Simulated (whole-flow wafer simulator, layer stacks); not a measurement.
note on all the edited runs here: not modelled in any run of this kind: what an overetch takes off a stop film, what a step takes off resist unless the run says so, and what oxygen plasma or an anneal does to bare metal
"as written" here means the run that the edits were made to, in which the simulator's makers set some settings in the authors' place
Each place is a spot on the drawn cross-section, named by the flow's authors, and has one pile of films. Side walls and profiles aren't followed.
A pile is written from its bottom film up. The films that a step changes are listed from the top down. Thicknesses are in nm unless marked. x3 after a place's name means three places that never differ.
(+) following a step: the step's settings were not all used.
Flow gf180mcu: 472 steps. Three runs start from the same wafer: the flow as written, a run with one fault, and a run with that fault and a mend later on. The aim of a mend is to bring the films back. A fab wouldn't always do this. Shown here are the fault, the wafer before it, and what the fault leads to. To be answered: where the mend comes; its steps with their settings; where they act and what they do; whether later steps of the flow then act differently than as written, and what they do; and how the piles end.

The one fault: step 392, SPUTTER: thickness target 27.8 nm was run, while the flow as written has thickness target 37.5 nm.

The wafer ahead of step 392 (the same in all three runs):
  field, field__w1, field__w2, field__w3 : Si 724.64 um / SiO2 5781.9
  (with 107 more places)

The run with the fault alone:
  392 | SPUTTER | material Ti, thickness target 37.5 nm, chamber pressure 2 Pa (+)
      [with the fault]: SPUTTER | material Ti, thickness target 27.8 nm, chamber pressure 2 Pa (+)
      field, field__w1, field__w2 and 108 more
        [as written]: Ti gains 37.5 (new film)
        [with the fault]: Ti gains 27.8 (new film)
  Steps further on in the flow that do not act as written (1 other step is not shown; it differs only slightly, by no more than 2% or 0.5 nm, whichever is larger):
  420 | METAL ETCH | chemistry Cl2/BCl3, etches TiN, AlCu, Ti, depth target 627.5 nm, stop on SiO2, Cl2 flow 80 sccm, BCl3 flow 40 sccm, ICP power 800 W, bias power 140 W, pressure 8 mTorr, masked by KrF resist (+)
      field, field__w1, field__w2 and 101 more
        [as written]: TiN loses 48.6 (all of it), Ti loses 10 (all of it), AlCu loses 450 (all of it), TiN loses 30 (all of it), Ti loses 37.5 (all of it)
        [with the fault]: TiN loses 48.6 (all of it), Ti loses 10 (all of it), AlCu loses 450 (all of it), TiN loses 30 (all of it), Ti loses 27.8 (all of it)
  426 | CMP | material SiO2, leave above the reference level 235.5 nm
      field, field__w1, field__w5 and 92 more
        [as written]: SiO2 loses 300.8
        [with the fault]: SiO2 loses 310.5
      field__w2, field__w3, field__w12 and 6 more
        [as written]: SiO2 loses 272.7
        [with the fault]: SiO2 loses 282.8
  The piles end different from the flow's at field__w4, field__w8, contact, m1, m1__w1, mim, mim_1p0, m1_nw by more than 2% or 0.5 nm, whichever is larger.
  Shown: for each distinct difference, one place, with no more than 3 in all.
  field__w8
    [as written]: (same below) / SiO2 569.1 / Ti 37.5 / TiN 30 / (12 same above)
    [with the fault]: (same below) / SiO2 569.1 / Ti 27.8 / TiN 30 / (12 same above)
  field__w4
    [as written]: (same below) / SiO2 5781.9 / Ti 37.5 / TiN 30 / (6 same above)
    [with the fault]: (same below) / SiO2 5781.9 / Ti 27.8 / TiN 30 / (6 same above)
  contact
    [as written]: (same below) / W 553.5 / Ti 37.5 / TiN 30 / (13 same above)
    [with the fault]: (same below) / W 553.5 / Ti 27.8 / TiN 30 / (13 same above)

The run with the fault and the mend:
  The mend follows step 392.
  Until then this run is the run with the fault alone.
  392a | SPUTTER | material Ti, thickness target 9.7 nm, chamber pressure 2 Pa (+) (a further turn of the flow's step 392, with different settings)
      field, field__w1, field__w2 and 108 more
        Ti gains 9.7
  Later steps of the flow that are run all act as written at every place that is followed.
  By the end, the piles equal the flow's at every place that both follow.
